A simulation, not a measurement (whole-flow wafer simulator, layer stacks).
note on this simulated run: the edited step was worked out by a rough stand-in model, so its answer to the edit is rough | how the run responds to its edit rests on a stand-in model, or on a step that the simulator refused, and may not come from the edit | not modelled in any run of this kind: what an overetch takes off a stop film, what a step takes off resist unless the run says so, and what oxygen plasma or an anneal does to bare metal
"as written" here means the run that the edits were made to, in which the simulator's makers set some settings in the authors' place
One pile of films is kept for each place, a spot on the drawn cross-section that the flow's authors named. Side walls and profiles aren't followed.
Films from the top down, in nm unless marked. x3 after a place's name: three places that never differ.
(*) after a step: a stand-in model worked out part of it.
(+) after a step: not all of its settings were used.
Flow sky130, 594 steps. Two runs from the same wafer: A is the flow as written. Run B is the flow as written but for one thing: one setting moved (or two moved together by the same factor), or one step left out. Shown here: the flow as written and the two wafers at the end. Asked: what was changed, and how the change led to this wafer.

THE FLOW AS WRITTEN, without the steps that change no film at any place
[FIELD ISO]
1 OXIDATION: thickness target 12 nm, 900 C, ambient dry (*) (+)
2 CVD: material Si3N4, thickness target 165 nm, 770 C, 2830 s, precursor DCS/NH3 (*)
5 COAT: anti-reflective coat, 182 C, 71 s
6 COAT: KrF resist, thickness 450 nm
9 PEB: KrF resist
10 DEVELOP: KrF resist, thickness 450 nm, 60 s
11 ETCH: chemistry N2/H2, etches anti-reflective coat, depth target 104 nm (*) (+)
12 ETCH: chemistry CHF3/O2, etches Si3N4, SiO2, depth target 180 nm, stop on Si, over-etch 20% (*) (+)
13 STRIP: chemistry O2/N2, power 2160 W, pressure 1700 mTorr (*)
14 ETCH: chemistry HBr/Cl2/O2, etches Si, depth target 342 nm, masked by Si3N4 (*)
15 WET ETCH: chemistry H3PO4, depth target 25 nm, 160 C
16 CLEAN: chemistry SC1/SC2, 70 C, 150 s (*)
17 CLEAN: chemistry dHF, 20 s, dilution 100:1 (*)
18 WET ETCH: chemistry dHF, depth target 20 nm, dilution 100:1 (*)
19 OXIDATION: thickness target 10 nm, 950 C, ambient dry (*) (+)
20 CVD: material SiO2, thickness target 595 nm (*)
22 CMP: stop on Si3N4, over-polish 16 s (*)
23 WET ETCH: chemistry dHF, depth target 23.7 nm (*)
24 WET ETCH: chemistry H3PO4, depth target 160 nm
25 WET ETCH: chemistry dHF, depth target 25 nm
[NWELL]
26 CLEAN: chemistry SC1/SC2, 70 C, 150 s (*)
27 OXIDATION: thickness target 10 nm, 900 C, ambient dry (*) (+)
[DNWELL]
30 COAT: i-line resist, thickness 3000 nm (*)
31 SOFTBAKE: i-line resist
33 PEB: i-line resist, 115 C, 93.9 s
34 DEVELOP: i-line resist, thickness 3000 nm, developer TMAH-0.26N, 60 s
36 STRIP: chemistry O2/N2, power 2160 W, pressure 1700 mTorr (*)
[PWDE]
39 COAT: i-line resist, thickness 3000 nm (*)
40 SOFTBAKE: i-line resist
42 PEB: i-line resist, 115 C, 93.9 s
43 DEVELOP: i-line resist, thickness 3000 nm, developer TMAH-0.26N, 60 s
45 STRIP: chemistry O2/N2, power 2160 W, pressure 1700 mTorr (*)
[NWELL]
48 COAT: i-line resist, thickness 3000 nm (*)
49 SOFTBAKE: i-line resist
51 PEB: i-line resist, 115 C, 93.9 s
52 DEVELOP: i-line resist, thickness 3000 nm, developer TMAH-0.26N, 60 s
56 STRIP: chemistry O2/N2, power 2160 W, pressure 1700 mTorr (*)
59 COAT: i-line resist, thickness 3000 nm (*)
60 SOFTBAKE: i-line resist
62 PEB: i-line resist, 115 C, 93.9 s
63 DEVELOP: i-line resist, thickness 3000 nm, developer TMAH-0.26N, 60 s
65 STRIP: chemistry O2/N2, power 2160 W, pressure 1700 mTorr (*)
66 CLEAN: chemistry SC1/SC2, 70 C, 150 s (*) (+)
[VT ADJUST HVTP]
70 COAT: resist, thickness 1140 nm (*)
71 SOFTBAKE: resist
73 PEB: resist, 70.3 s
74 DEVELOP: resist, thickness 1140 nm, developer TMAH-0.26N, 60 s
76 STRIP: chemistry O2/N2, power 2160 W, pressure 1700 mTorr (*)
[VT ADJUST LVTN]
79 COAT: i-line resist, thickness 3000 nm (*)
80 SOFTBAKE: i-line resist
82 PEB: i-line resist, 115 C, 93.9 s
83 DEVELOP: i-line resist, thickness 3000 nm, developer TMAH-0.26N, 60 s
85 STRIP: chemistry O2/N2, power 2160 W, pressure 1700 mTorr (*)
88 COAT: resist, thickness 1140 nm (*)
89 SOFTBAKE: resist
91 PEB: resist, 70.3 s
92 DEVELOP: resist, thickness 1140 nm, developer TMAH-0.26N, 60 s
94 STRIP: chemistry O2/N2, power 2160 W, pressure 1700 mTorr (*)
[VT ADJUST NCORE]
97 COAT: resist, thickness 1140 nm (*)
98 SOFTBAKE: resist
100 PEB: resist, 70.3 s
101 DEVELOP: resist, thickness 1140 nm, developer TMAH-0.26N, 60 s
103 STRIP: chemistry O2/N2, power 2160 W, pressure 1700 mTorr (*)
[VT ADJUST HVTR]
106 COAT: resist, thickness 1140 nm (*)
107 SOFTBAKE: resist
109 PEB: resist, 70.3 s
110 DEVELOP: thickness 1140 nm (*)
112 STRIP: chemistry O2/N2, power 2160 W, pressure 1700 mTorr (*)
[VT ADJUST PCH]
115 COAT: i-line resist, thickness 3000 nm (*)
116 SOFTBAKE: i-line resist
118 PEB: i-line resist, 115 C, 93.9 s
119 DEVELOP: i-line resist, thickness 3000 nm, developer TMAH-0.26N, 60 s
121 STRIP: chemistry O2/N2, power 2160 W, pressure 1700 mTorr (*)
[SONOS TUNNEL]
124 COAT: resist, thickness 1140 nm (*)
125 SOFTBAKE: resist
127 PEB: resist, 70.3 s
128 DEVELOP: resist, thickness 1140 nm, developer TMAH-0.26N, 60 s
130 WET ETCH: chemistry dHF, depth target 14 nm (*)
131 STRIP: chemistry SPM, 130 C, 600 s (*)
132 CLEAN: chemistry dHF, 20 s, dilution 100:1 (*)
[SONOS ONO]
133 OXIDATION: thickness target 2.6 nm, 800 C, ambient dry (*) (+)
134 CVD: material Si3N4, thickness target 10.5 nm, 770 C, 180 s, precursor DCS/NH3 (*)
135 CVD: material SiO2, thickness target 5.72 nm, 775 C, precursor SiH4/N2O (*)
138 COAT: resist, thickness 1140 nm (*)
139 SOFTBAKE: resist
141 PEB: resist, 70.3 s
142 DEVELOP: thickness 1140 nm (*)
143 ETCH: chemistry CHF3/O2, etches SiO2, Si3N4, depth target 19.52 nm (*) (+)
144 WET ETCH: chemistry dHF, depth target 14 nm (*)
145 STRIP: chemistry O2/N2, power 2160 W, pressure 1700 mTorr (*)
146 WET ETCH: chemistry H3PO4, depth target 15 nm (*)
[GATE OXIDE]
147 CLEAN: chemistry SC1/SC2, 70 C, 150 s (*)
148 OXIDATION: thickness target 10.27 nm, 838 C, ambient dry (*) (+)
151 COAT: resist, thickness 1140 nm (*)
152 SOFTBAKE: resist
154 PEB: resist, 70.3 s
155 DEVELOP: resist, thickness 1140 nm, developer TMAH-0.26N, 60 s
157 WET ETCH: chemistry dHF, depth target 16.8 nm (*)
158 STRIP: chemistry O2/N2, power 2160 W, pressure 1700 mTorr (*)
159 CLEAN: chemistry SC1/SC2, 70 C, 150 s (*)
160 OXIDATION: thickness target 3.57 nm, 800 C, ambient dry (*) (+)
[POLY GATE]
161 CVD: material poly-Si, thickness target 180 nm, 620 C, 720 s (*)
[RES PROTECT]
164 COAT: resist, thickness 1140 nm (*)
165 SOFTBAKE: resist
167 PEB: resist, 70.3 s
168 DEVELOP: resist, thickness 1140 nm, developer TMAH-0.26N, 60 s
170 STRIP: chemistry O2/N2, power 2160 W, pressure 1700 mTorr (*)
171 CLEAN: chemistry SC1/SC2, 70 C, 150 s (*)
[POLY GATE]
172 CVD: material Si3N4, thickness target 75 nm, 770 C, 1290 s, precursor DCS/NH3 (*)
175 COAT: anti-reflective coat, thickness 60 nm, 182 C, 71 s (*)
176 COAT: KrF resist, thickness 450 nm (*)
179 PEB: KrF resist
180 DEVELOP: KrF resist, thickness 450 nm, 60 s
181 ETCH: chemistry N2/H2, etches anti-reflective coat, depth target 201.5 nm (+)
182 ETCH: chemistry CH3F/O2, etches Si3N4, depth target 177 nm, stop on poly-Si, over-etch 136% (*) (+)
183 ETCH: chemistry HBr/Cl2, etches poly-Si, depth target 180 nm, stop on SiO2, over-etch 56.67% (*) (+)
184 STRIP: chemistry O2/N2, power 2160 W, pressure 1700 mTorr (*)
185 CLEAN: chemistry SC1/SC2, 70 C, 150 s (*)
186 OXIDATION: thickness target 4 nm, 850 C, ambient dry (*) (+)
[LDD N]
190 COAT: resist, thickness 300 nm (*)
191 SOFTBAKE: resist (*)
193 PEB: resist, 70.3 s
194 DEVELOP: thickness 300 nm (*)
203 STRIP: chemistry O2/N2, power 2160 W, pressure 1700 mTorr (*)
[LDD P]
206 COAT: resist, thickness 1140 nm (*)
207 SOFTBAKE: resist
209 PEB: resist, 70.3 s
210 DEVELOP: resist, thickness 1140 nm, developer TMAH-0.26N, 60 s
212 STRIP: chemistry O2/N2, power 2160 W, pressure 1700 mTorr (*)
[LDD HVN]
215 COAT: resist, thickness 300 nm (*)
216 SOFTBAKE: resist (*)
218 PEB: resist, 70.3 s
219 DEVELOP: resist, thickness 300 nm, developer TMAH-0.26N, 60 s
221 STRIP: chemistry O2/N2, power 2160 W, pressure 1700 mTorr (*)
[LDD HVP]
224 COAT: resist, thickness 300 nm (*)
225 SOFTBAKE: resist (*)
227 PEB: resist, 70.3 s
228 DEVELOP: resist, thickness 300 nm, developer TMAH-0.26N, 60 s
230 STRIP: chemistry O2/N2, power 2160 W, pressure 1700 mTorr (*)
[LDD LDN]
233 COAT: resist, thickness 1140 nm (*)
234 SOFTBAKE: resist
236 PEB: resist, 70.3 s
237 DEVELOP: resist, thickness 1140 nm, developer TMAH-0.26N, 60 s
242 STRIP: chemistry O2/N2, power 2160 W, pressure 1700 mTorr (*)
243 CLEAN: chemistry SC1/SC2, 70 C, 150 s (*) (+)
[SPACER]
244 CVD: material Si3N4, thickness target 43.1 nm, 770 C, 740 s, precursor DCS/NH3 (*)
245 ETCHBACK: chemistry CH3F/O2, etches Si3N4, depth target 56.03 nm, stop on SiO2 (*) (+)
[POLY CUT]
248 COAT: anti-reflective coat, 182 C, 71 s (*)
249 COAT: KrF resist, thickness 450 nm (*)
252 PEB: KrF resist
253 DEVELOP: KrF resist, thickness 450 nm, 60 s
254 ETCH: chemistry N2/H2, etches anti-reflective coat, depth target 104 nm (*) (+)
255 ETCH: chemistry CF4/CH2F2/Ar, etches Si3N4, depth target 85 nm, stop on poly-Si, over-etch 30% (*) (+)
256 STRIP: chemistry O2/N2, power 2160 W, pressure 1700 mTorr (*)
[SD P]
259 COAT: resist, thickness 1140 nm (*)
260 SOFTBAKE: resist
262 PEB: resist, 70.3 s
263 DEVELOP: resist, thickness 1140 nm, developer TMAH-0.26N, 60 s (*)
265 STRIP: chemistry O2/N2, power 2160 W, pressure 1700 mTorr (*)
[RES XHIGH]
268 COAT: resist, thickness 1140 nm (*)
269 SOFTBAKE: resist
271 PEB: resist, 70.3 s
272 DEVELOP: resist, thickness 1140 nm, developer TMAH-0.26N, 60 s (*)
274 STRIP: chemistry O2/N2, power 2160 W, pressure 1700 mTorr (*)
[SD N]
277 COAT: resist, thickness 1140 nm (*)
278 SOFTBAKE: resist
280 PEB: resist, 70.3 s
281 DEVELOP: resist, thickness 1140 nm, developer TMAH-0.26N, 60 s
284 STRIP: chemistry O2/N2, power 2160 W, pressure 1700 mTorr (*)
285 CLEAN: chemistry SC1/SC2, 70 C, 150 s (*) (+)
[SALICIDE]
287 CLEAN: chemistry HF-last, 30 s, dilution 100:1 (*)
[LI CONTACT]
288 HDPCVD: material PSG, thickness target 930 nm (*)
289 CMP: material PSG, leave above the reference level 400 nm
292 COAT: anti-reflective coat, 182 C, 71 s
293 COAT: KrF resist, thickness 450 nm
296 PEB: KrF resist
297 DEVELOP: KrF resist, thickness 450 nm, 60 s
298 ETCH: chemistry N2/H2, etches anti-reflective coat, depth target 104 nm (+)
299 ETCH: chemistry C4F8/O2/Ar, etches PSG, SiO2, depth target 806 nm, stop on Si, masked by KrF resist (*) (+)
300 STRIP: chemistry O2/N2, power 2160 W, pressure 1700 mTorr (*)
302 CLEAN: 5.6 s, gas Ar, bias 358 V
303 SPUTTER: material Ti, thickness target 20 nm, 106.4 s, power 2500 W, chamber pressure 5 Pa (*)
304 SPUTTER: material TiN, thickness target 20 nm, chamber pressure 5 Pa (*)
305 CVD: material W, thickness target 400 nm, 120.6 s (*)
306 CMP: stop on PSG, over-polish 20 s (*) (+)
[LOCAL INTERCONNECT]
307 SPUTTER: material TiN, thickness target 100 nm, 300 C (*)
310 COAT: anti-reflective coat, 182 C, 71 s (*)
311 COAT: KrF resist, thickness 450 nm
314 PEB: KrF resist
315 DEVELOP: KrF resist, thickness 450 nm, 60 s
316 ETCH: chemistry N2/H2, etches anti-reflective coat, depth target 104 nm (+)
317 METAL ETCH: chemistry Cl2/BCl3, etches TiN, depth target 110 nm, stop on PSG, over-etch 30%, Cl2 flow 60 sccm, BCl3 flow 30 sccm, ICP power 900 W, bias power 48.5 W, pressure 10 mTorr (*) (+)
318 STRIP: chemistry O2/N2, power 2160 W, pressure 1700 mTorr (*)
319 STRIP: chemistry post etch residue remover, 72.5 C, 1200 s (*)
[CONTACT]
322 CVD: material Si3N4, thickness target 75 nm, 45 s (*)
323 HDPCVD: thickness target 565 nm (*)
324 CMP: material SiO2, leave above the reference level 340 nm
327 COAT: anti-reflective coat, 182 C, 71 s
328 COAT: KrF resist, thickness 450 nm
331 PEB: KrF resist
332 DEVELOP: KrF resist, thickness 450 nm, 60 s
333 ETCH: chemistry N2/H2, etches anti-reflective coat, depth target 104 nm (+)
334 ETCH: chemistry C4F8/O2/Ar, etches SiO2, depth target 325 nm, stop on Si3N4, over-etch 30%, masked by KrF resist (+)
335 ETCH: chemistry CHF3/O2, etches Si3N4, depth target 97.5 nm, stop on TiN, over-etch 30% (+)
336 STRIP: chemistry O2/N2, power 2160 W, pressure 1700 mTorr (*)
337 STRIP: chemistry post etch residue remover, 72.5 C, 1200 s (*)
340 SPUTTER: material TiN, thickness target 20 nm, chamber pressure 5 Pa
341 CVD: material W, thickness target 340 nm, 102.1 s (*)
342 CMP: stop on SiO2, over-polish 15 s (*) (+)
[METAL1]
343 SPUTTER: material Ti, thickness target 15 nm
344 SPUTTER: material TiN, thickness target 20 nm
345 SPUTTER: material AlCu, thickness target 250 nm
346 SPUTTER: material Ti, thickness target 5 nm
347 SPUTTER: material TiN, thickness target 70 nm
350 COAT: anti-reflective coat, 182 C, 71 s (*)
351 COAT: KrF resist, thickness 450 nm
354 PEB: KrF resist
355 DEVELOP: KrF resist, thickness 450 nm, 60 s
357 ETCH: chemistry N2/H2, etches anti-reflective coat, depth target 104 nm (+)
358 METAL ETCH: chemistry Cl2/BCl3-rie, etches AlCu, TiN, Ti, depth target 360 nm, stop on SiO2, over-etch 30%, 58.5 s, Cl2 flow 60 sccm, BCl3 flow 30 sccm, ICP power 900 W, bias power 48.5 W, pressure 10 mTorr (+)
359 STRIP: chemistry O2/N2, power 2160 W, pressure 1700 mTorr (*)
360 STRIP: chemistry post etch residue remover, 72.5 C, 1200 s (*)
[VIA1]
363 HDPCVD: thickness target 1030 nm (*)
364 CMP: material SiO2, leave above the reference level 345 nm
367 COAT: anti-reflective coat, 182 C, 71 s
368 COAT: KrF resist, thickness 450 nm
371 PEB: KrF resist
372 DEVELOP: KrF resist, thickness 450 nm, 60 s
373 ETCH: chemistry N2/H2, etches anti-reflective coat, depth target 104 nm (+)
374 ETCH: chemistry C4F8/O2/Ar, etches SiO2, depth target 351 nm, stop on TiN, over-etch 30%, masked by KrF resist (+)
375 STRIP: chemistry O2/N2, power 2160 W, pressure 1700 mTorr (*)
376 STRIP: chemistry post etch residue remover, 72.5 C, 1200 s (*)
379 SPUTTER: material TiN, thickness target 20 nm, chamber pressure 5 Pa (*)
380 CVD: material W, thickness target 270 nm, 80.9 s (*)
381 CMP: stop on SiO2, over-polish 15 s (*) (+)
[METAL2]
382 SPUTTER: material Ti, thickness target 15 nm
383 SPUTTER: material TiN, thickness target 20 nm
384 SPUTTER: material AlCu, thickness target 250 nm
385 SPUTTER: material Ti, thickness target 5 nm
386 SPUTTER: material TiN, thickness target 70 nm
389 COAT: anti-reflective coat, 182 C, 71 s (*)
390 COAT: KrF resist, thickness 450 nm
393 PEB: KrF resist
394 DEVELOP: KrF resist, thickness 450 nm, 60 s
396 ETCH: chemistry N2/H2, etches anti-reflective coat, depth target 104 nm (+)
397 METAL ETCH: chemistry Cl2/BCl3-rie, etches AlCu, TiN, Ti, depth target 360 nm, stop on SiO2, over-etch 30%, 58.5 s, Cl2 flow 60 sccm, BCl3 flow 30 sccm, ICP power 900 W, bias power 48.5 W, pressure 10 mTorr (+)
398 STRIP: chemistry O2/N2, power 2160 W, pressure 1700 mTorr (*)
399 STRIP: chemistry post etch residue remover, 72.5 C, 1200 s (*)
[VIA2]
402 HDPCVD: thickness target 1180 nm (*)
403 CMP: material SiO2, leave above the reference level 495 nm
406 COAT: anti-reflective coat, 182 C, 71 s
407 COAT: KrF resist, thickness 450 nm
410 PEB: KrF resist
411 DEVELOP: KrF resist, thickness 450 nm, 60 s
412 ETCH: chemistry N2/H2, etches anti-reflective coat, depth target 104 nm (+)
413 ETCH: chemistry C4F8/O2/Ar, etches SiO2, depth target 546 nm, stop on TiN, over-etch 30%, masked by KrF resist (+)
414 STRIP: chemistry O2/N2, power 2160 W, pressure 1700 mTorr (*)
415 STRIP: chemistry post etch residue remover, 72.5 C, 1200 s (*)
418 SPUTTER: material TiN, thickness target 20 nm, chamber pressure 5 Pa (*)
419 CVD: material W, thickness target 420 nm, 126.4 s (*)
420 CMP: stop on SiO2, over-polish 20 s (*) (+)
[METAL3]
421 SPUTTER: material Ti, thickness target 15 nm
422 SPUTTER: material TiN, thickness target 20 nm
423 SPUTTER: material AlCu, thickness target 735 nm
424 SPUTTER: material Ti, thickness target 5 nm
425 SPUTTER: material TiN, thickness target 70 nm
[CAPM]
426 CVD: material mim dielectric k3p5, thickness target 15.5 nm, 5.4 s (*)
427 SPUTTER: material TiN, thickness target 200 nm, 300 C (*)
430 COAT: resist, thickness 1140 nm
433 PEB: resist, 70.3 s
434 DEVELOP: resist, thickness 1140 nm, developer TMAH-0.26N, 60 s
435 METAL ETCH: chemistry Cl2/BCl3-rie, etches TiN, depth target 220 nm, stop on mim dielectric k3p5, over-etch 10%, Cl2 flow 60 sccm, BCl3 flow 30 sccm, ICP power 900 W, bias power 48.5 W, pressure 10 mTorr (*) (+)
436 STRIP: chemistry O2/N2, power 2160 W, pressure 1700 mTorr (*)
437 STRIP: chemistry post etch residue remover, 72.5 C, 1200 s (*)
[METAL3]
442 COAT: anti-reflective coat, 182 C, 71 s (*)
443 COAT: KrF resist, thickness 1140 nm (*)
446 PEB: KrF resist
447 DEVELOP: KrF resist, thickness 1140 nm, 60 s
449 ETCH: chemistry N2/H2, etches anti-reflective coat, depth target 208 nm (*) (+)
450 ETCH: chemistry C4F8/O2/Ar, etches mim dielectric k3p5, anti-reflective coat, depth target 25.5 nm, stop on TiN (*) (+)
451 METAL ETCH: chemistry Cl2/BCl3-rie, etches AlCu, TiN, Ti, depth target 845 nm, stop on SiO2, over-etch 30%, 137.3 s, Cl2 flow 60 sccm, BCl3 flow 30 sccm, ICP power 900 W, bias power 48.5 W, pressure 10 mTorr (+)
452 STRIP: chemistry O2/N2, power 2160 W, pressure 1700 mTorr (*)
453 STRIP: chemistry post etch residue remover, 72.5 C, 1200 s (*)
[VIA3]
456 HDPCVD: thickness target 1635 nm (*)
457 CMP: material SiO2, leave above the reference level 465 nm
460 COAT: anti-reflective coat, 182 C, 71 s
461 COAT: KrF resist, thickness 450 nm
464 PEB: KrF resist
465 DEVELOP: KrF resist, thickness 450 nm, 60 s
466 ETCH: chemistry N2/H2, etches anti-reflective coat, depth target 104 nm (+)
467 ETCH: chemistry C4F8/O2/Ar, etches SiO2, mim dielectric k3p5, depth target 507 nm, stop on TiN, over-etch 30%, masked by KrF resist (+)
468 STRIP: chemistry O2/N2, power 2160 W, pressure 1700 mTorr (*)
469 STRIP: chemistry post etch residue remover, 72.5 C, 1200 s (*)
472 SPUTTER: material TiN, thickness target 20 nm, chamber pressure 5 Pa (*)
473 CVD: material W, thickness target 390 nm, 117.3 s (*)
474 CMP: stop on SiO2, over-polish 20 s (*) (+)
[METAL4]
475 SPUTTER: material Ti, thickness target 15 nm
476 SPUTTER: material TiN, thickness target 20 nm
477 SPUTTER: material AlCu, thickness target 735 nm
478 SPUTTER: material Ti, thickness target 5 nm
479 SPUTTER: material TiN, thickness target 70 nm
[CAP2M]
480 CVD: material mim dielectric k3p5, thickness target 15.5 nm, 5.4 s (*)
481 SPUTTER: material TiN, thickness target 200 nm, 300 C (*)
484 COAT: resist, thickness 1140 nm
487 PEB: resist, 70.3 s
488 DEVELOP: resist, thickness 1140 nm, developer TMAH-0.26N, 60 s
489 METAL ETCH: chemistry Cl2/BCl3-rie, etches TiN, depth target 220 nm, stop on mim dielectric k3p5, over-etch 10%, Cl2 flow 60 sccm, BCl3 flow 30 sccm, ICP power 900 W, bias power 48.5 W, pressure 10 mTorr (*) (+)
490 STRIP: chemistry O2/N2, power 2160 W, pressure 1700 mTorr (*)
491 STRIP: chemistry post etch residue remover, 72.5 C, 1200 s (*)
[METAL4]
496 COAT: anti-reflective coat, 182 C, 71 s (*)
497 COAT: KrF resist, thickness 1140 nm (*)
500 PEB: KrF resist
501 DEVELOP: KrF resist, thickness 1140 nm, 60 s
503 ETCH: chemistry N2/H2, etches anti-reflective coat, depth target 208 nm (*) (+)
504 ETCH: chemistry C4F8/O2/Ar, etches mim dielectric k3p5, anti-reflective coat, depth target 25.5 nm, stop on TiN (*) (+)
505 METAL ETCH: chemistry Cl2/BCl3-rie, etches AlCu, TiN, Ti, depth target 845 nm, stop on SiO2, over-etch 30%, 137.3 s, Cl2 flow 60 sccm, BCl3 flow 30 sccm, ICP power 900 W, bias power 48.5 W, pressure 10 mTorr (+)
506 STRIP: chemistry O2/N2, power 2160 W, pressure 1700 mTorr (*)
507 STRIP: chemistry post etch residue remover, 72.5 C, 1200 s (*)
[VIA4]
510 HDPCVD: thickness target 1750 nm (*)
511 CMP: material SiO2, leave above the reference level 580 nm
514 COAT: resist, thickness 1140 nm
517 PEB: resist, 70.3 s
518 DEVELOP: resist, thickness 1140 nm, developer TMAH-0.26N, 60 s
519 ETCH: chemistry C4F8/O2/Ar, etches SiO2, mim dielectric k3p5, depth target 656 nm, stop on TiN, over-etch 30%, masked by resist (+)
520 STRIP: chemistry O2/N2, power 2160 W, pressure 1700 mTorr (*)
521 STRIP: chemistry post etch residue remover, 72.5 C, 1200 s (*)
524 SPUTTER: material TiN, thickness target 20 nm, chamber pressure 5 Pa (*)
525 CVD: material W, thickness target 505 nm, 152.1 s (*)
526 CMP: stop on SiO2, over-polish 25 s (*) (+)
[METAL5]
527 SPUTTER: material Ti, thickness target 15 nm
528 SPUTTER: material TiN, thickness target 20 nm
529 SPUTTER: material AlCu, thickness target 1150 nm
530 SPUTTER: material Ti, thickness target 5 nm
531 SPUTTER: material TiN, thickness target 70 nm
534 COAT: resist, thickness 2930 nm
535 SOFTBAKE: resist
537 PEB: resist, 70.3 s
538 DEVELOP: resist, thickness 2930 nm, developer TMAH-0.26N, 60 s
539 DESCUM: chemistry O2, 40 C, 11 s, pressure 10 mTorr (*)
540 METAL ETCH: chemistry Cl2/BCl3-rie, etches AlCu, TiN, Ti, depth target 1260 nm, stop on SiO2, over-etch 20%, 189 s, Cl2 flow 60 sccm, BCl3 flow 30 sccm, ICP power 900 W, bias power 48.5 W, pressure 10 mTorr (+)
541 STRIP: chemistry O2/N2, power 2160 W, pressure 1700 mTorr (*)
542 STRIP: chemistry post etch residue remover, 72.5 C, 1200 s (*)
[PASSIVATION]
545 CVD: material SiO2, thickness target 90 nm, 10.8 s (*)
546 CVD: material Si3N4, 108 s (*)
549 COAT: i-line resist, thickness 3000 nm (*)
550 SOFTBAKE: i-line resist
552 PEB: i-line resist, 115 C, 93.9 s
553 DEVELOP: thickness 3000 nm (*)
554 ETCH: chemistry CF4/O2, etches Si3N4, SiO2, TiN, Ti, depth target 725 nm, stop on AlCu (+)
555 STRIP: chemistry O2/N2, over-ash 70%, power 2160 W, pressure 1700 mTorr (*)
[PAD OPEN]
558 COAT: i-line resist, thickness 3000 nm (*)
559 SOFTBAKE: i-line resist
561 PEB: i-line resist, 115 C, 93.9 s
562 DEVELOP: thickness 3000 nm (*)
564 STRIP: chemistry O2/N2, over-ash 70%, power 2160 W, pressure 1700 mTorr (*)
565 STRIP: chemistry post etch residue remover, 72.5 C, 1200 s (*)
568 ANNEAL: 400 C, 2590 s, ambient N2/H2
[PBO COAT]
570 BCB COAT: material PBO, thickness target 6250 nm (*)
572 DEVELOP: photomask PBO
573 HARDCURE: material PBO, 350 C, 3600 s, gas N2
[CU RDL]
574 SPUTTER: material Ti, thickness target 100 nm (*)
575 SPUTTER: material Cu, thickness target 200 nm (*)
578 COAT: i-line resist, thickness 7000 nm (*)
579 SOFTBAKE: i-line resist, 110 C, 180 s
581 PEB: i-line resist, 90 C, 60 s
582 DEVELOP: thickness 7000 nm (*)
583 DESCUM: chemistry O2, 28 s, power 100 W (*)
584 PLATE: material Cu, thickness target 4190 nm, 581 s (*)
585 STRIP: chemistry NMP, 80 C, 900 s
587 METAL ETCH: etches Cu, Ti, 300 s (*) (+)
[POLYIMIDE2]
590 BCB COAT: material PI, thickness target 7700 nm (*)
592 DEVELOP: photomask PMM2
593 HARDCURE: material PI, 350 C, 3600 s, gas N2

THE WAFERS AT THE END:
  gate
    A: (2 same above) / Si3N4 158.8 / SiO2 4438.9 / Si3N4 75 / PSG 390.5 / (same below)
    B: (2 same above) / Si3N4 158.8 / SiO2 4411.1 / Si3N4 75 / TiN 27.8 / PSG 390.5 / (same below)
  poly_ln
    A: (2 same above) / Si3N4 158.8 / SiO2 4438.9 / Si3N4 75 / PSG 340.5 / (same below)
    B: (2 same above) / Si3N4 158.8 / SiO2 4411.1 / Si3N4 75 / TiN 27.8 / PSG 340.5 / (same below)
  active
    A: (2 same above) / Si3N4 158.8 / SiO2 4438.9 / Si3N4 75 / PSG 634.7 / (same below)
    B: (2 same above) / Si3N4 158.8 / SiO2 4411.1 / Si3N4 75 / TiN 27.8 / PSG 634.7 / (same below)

The cause: step 317, METAL ETCH: depth target 70.4 nm was run, where the flow has depth target 110 nm.

How the change led to this, step by step:
  317 METAL ETCH: chemistry Cl2/BCl3, etches TiN, depth target 110 nm, stop on PSG, over-etch 30%, Cl2 flow 60 sccm, BCl3 flow 30 sccm, ICP power 900 W, bias power 48.5 W, pressure 10 mTorr (*) (+)
      field, active, gate and 88 more: A TiN -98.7 (all of it) | B TiN -70.4
      n_well, p_well, gate_hv and 97 more: A KrF resist -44 | B KrF resist -28.2
  318 STRIP: chemistry O2/N2, power 2160 W, pressure 1700 mTorr (*)
      n_well, p_well, gate_hv and 93 more: A KrF resist -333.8 (all of it), anti-reflective coat -80 (all of it) | B KrF resist -349.7 (all of it), anti-reflective coat -80 (all of it)
      poly_licon, ndiff_licon, ndiff_licon_cpp, rpo_hd_licon: A KrF resist -333.9 (all of it), anti-reflective coat -80.5 (all of it) | B KrF resist -349.7 (all of it), anti-reflective coat -80.5 (all of it)
  324 CMP: material SiO2, leave above the reference level 340 nm
      field, active, gate and 88 more: A SiO2 -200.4 | B SiO2 -228.3
Counting metal films that touch as one body, gate has 1 body; the flow as written gives 0 bodies.
Counting metal films that touch as one body, poly_ln has 1 body; the flow as written gives 0 bodies.
Counting metal films that touch as one body, active has 1 body; the flow as written gives 0 bodies.
